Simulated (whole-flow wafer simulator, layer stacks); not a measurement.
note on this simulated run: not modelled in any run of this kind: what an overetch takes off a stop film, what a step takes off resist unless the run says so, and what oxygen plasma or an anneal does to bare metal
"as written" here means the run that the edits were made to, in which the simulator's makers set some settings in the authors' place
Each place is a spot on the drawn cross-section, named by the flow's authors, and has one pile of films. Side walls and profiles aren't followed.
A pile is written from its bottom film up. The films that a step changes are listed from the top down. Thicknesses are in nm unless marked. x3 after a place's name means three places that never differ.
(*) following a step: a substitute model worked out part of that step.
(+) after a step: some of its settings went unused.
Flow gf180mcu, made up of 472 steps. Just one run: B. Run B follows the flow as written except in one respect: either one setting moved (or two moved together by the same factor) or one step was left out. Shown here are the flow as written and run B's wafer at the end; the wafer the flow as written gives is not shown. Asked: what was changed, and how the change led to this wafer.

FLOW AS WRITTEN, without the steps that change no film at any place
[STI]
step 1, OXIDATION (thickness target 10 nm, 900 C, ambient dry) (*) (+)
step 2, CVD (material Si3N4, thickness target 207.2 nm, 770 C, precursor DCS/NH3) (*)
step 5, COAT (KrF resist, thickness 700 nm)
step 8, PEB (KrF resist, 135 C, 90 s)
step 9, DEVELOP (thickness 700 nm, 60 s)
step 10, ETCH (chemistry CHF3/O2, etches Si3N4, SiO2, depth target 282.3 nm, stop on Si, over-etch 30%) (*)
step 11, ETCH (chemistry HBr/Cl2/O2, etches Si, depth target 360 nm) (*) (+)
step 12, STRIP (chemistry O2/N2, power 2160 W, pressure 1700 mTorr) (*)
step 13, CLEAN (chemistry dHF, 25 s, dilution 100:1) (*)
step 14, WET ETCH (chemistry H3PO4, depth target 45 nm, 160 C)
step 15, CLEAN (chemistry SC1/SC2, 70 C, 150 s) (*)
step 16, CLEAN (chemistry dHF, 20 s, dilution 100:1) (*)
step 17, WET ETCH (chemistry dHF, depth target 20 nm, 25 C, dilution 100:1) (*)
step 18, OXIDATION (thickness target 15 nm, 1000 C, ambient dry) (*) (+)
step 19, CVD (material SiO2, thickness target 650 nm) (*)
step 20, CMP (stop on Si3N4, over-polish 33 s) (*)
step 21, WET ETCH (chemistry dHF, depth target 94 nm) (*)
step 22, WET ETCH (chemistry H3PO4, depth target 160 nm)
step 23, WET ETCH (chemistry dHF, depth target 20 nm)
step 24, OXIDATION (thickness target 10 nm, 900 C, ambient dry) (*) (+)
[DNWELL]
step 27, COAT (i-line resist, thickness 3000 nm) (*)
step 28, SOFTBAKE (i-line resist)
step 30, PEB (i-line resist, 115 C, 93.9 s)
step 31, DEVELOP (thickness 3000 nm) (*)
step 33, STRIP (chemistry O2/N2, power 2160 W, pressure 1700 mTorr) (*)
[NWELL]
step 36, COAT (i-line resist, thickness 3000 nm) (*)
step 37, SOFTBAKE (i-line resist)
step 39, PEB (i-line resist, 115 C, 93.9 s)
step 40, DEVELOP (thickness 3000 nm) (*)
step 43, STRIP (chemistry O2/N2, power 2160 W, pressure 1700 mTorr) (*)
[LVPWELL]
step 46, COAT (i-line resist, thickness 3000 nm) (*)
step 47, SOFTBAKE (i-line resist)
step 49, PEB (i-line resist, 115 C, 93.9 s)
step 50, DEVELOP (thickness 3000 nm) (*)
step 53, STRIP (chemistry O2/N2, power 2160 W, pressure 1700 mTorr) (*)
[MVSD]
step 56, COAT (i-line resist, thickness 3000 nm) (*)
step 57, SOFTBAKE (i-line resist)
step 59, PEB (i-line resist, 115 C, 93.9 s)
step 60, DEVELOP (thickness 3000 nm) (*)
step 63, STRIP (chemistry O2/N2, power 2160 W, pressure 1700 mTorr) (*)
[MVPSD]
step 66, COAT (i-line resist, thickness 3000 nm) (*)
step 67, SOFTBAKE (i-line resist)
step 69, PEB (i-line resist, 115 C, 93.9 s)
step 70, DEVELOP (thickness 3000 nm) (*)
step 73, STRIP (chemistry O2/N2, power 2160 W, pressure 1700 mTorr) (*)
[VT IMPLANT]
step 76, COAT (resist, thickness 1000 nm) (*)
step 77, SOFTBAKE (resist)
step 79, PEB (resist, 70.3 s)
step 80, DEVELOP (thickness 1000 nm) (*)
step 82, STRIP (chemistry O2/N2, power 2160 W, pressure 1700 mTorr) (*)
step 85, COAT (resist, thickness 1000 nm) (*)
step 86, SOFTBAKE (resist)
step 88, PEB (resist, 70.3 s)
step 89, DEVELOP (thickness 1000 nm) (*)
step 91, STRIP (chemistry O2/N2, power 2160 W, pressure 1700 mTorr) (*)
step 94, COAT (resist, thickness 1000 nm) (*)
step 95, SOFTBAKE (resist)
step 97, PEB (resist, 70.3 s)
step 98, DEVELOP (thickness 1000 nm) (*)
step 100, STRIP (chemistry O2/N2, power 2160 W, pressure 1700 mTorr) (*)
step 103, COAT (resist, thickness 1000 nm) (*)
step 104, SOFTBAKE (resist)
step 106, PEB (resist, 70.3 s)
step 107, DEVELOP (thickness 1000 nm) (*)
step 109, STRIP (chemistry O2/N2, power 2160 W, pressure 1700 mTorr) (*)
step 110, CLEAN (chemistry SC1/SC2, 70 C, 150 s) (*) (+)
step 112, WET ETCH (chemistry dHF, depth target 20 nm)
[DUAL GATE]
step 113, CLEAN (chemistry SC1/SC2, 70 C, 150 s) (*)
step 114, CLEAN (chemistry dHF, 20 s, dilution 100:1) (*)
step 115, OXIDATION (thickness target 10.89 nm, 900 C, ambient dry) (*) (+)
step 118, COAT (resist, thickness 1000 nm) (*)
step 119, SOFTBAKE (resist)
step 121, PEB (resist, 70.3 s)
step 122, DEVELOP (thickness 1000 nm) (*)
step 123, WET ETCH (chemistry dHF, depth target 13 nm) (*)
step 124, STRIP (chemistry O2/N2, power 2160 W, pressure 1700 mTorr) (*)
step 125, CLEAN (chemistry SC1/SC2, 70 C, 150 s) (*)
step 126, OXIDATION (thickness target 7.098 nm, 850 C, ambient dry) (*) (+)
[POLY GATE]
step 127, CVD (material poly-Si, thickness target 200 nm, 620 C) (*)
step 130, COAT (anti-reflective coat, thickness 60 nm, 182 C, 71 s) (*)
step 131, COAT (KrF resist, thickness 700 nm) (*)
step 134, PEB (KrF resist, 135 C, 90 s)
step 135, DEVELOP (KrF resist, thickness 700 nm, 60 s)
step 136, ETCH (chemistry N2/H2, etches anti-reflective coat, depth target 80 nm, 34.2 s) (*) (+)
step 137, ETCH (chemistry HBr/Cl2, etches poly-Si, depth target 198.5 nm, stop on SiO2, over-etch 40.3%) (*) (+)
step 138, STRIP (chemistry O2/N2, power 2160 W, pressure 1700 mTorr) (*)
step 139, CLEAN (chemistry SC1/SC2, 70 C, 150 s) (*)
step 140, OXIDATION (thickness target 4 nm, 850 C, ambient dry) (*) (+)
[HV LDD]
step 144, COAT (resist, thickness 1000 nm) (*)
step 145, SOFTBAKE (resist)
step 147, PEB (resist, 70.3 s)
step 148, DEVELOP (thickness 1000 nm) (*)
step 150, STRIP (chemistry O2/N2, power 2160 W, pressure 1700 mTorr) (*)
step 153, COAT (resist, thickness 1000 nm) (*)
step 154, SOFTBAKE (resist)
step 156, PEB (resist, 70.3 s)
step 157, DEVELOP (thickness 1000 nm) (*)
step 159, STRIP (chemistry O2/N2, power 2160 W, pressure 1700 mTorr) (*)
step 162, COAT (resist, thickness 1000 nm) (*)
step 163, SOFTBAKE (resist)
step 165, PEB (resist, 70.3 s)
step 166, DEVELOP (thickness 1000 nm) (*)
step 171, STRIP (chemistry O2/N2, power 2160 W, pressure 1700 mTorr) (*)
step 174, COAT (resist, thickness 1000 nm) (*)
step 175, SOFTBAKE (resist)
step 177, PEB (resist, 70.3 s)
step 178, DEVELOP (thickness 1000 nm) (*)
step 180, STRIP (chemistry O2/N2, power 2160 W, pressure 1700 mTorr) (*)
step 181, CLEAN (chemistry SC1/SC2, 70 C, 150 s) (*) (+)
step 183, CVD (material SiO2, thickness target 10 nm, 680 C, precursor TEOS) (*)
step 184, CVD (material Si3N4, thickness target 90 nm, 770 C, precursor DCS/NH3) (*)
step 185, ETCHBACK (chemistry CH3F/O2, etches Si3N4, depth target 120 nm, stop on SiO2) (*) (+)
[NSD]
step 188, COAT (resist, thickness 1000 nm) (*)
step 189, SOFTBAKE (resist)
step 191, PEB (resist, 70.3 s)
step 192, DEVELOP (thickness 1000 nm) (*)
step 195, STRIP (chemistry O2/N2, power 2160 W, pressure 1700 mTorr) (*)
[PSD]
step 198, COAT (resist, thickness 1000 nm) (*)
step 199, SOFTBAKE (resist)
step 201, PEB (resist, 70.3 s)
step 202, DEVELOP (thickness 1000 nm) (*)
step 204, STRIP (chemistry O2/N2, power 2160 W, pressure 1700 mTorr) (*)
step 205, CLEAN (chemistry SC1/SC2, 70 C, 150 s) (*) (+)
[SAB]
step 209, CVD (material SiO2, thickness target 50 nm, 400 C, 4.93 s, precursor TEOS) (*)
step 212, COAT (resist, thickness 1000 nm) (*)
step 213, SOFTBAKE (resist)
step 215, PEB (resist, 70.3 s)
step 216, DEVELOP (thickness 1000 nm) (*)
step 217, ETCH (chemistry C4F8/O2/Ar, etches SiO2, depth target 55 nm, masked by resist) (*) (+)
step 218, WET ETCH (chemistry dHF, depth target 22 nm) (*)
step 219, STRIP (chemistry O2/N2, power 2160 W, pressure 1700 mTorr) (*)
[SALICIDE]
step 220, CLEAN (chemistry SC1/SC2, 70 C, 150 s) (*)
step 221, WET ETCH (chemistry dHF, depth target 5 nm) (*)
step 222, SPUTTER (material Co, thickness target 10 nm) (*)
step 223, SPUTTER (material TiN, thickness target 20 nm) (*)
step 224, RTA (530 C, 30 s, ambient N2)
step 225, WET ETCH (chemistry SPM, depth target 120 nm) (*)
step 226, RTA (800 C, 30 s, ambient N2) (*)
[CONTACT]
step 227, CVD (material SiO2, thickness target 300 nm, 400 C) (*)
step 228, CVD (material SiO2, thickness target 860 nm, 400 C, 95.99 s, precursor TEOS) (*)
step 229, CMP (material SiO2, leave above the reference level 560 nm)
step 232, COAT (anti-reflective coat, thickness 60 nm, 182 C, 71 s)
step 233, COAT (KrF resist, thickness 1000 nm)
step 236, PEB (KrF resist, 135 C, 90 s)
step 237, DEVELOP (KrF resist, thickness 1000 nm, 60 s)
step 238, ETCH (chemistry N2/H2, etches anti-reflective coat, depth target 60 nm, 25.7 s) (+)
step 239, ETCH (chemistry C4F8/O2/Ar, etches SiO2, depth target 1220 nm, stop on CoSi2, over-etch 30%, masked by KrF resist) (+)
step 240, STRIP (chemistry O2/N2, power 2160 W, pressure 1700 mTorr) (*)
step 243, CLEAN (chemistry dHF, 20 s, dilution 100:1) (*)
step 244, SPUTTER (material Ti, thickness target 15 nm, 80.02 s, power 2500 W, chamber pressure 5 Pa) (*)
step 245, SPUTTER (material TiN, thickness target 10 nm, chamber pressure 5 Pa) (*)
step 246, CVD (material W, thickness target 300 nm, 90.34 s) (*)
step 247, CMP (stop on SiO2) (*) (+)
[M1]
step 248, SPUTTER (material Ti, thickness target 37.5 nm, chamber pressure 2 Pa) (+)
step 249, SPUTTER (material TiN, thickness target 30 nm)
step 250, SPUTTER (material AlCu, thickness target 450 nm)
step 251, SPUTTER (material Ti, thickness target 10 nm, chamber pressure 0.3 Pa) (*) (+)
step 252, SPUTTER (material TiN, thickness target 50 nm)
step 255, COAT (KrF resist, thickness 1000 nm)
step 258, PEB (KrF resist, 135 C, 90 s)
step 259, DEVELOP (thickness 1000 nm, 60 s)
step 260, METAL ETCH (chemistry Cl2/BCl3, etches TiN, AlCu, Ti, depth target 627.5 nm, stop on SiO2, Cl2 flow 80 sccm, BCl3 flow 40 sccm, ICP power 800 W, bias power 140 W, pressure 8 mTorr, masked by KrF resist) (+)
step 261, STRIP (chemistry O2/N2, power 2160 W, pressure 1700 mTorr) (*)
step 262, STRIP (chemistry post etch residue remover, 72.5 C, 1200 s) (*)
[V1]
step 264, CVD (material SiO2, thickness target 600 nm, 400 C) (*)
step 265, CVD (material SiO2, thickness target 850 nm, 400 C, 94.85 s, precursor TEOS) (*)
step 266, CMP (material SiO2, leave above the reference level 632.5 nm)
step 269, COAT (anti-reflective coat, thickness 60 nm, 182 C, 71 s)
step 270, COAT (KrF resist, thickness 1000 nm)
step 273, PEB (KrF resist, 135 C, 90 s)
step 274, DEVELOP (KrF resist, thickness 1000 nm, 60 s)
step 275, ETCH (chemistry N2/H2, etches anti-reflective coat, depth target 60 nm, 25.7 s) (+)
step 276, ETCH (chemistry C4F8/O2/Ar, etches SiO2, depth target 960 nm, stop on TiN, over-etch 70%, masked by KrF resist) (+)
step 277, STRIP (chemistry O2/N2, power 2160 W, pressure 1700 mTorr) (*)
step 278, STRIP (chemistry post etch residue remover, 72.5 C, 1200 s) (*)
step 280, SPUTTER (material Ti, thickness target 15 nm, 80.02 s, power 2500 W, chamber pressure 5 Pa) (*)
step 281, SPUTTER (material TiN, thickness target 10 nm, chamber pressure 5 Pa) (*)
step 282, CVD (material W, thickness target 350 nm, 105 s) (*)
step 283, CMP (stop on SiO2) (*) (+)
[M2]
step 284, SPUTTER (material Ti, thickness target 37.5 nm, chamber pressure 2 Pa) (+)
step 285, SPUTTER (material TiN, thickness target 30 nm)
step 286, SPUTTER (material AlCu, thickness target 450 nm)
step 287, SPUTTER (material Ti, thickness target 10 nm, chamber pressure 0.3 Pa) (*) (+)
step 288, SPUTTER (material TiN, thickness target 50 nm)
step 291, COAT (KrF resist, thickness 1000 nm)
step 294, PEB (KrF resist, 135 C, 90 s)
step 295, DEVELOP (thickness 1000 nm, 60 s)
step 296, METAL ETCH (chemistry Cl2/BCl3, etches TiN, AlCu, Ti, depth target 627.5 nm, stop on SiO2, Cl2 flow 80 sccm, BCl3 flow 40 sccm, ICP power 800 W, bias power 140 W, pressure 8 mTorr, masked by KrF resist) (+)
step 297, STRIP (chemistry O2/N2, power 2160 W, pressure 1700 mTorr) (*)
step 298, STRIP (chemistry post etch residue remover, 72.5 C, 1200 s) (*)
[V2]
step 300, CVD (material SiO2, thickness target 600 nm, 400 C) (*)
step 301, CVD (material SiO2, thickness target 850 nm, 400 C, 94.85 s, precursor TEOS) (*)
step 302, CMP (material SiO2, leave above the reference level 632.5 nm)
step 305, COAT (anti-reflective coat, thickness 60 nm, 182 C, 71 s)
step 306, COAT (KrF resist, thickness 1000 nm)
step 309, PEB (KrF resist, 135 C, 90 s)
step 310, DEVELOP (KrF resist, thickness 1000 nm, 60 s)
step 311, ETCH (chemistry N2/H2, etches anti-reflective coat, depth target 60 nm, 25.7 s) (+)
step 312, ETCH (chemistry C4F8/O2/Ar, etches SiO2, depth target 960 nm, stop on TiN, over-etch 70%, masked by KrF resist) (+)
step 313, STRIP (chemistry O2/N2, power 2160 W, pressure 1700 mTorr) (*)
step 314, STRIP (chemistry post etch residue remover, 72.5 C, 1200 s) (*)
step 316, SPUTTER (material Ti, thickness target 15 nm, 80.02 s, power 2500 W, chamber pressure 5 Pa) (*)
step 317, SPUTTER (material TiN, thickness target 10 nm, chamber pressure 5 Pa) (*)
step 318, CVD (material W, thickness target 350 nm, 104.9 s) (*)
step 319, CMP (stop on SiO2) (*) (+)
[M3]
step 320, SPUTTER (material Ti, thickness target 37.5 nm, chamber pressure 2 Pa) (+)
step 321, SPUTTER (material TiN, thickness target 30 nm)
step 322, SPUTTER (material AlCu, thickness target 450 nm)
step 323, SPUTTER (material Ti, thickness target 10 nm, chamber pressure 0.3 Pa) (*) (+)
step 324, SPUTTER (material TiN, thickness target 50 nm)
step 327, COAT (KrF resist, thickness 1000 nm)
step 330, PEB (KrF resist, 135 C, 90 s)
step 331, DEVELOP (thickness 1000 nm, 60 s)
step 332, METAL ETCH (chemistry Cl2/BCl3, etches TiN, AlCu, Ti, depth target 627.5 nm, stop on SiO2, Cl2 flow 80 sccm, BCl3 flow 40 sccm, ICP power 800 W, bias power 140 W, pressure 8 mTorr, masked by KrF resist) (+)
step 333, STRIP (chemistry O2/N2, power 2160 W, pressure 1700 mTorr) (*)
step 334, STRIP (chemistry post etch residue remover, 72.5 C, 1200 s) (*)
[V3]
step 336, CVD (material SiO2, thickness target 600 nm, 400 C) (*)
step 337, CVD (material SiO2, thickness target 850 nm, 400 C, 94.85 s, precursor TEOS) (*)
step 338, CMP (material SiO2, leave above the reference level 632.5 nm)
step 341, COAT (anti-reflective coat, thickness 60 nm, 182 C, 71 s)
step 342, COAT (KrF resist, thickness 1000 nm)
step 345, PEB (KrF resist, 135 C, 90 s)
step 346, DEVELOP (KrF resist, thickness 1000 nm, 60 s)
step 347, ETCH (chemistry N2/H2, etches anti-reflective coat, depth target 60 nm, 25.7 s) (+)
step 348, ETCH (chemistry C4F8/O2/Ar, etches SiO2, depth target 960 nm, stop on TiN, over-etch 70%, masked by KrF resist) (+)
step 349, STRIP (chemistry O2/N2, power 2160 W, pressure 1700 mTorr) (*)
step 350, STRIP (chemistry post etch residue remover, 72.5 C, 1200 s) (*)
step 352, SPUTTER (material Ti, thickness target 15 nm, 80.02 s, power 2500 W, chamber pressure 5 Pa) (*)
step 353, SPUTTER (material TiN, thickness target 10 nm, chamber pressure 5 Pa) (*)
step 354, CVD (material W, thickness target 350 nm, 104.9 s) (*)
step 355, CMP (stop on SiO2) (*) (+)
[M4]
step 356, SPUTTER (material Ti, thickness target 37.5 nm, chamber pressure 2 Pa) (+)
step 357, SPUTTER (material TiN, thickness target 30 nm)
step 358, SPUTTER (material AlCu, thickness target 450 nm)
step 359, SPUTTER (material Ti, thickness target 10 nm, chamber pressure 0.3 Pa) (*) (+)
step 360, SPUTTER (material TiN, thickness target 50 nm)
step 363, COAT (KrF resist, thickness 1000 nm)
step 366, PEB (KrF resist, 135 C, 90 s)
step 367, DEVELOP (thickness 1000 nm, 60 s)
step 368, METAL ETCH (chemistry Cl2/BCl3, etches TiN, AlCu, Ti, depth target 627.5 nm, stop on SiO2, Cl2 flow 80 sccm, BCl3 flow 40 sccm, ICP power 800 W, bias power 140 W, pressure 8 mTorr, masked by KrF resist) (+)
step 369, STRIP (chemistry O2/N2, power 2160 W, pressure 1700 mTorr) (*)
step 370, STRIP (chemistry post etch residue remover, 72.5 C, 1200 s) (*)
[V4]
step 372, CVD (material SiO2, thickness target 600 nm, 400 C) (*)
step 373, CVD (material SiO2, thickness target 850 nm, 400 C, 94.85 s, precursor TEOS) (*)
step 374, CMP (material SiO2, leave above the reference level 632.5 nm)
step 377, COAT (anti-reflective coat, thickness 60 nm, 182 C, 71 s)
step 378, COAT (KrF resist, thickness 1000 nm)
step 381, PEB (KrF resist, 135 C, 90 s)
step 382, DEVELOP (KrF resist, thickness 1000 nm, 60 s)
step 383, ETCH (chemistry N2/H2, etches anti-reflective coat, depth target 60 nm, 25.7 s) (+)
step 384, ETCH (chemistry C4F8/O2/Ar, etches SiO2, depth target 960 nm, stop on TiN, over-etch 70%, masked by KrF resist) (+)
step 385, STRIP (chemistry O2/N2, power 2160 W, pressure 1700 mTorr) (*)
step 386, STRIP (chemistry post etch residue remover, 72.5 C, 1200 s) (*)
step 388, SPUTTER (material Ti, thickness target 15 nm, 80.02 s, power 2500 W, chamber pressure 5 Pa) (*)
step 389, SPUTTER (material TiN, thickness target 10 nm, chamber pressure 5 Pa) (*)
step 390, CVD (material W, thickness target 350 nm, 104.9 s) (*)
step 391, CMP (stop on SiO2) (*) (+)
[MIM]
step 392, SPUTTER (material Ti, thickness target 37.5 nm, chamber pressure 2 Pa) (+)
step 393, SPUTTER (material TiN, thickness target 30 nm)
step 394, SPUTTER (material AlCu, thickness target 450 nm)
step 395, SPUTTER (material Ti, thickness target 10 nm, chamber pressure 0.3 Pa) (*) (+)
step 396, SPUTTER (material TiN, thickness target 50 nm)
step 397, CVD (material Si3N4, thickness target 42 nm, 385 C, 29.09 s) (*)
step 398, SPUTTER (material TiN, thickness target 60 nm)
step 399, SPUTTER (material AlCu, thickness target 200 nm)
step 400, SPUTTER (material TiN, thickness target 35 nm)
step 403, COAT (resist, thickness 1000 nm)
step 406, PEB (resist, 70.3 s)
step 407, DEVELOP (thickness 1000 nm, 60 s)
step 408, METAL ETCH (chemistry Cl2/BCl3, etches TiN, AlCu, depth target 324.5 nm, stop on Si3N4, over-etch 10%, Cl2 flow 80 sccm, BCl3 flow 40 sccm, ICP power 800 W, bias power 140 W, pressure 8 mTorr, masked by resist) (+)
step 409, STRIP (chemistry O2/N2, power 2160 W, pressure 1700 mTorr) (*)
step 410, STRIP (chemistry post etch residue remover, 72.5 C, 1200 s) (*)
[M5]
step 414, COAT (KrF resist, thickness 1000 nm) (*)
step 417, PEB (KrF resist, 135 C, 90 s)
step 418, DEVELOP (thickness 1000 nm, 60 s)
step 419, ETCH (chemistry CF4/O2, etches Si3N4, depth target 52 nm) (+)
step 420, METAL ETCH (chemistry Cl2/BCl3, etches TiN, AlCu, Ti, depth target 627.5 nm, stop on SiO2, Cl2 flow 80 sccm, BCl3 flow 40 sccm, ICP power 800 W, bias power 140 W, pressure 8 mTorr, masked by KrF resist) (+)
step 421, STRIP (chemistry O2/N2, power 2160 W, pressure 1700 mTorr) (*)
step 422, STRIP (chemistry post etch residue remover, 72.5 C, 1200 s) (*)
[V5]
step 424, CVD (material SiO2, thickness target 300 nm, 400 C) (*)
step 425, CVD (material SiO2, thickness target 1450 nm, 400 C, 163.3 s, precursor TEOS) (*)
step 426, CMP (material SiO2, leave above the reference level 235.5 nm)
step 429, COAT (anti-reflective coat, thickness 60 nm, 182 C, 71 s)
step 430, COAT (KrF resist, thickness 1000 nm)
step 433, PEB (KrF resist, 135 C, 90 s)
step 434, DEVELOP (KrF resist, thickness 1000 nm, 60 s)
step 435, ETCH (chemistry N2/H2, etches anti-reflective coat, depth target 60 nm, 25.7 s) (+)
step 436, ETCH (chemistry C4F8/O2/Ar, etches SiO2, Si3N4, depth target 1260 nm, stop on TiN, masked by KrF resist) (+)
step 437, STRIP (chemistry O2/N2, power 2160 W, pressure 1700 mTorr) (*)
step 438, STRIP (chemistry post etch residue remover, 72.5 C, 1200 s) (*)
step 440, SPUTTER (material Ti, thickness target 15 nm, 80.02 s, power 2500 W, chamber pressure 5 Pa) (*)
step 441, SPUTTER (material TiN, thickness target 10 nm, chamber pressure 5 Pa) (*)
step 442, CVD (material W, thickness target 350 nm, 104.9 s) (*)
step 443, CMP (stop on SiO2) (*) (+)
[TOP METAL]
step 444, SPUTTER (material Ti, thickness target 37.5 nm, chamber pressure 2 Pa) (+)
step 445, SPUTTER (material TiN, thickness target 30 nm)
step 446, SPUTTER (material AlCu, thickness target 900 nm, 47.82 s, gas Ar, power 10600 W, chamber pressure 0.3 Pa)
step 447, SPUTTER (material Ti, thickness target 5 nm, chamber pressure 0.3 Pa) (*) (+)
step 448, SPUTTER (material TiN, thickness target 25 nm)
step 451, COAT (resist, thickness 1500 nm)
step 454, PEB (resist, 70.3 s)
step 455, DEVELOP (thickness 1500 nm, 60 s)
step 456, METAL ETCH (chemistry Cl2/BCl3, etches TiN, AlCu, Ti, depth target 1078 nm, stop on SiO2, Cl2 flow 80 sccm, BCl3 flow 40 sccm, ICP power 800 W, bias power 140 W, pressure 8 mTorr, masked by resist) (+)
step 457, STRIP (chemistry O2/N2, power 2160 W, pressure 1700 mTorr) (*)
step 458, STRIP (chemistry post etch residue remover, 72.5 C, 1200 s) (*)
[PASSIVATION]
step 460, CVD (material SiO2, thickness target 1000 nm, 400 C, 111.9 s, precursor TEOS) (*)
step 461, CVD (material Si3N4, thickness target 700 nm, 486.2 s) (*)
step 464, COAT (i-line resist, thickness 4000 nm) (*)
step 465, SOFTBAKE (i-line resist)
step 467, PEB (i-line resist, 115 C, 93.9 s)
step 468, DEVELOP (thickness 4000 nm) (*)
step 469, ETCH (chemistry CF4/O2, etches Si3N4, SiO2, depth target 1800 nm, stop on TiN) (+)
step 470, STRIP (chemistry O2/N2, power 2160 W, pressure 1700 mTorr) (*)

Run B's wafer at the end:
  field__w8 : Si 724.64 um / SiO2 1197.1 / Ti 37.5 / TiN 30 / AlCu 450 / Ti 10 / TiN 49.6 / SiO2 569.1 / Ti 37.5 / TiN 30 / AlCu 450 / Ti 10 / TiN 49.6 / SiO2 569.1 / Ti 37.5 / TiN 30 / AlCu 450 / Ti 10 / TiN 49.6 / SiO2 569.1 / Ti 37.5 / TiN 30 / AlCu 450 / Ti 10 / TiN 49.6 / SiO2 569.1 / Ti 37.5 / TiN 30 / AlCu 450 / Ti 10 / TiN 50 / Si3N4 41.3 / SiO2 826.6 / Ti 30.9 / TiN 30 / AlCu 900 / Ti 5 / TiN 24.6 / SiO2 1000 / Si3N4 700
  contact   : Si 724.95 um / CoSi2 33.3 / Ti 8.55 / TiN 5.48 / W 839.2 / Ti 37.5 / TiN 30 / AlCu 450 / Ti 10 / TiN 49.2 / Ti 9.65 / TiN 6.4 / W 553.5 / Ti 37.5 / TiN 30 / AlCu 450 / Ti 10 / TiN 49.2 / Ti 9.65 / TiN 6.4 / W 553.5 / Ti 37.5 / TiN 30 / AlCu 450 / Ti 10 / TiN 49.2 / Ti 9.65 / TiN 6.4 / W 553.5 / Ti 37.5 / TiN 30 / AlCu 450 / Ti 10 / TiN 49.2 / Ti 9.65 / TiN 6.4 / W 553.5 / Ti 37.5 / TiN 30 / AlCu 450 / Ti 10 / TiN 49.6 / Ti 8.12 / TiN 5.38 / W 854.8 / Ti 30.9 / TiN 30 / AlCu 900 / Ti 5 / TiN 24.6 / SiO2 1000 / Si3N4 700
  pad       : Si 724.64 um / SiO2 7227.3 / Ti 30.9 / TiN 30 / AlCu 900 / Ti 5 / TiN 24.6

Cause: step 444, SPUTTER: thickness target 30.9 nm was run, while the flow as written has thickness target 37.5 nm.
The wafer lets one read it off: field__w8 has Ti 30.9, and step 444 as written asks for 37.5 nm.

The path from the change to this, step by step:
  step 444, SPUTTER (material Ti, thickness target 37.5 nm, chamber pressure 2 Pa) (+)
      field, field__w1, field__w2 and 109 more: +30.9 Ti (new film) (it would be, as written: +37.5 Ti (new film))
  step 456, METAL ETCH (chemistry Cl2/BCl3, etches TiN, AlCu, Ti, depth target 1078 nm, stop on SiO2, Cl2 flow 80 sccm, BCl3 flow 40 sccm, ICP power 800 W, bias power 140 W, pressure 8 mTorr, masked by resist) (+)
      field, field__w1, field__w2 and 103 more: -25 TiN (all of it), -5 Ti (all of it), -900 AlCu (all of it), -30 TiN (all of it), -30.9 Ti (all of it) (it would be, as written: -25 TiN (all of it), -5 Ti (all of it), -900 AlCu (all of it), -30 TiN (all of it), -37.5 Ti (all of it))
